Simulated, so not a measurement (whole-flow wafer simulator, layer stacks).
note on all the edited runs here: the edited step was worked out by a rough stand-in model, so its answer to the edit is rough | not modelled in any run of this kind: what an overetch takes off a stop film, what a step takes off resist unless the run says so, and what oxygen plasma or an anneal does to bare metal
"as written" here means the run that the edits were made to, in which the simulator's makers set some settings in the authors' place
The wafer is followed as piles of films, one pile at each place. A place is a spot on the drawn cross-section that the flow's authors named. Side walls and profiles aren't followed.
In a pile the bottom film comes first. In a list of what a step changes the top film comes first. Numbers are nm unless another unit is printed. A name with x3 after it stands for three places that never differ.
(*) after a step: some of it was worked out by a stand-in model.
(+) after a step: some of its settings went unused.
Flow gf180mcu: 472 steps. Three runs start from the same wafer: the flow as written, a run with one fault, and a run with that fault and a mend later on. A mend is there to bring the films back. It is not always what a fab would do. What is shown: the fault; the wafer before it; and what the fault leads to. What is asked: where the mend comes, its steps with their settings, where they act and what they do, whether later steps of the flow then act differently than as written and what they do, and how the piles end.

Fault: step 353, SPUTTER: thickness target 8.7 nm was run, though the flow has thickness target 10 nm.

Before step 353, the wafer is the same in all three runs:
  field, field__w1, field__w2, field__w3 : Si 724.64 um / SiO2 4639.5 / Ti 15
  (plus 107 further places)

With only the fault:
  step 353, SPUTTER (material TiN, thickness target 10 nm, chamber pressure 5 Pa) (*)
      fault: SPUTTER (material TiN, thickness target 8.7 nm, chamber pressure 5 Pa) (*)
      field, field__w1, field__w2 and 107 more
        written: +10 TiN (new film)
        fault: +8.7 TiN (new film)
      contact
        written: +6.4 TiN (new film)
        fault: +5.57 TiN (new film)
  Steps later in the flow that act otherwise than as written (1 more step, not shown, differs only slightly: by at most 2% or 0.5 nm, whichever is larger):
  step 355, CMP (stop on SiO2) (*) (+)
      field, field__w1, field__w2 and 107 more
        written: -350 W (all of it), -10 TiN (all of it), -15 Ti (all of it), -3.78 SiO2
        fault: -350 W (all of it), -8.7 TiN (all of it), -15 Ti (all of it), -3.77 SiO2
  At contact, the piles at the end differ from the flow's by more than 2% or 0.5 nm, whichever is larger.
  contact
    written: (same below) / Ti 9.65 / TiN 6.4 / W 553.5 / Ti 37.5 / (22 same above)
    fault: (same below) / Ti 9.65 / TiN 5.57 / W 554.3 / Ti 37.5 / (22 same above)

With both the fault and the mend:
  The mend stands after step 353.
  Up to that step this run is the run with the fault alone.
  step 353a, SPUTTER (material TiN, thickness target 1.3 nm, chamber pressure 5 Pa) (*) (a further turn of the flow's step 353, with different settings)
      field, field__w1, field__w2 and 107 more
        +1.3 TiN
      contact
        +0.83 TiN
  Later steps of the flow that are run all act as written at every place that is followed.
  At every place that both follow, the piles at the end match the flow's.
